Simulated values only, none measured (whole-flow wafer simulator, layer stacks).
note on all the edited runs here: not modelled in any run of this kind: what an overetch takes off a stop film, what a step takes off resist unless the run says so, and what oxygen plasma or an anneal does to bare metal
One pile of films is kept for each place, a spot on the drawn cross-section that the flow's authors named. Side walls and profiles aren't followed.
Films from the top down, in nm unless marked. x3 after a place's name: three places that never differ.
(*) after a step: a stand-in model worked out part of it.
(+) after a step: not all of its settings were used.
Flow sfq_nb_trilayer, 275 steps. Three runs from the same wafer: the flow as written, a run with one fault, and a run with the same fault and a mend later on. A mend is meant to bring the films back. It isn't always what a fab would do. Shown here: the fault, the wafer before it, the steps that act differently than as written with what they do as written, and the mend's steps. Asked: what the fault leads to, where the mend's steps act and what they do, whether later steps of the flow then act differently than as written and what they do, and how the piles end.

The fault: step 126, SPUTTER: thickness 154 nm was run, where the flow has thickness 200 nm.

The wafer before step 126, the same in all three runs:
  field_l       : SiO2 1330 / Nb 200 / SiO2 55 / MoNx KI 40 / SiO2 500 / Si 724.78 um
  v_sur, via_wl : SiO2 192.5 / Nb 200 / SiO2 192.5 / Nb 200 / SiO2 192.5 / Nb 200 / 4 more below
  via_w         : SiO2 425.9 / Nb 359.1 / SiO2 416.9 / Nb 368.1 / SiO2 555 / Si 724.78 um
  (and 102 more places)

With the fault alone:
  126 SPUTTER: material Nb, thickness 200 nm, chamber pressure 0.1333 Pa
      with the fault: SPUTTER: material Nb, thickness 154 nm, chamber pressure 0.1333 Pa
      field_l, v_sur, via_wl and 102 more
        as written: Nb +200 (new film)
        with the fault: Nb +154 (new film)
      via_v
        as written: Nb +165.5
        with the fault: Nb +127.2
  Later steps of the flow that act differently than as written (5 more steps differ only slightly, by at most 2% or 0.5 nm, whichever is larger, and aren't shown):
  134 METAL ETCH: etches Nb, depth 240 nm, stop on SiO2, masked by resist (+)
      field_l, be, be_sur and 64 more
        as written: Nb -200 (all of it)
        with the fault: Nb -154 (all of it)
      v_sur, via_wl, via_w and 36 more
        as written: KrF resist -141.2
        with the fault: KrF resist -135.9
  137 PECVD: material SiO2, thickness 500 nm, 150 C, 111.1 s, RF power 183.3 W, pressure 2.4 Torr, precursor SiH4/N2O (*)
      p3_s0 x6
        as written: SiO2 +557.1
        with the fault: SiO2 +511.1
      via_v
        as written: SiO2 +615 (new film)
        with the fault: SiO2 +602.3 (new film)
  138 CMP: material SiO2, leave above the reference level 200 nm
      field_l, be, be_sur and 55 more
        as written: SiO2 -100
        with the fault: SiO2 -146
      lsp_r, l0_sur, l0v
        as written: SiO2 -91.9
        with the fault: SiO2 -139.8
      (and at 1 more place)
  At the end the piles differ from the flow's by more than 2% or 0.5 nm, whichever is larger, at v_sur, via_wl, via_w and 78 more.
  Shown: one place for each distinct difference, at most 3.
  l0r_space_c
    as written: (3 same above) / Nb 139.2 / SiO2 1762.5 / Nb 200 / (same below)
    with the fault: (3 same above) / Nb 139.2 / SiO2 1716.5 / Nb 200 / (same below)
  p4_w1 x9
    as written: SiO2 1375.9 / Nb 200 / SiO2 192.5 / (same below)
    with the fault: SiO2 1375.9 / Nb 154 / SiO2 192.5 / (same below)
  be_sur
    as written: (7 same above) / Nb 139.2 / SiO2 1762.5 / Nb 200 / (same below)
    with the fault: (7 same above) / Nb 139.2 / SiO2 1716.5 / Nb 200 / (same below)

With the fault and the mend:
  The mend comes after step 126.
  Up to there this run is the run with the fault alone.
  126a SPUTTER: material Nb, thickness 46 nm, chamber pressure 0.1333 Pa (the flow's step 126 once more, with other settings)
      field_l, v_sur, via_wl and 102 more
        Nb +46
      via_v
        Nb +35.9
  No later step of the flow acts differently than as written, at any place that is followed, by more than 2% or 0.5 nm, whichever is larger.
  At the end the piles differ from the flow's only slightly at the places that both follow, by at most 2% or 0.5 nm, whichever is larger.
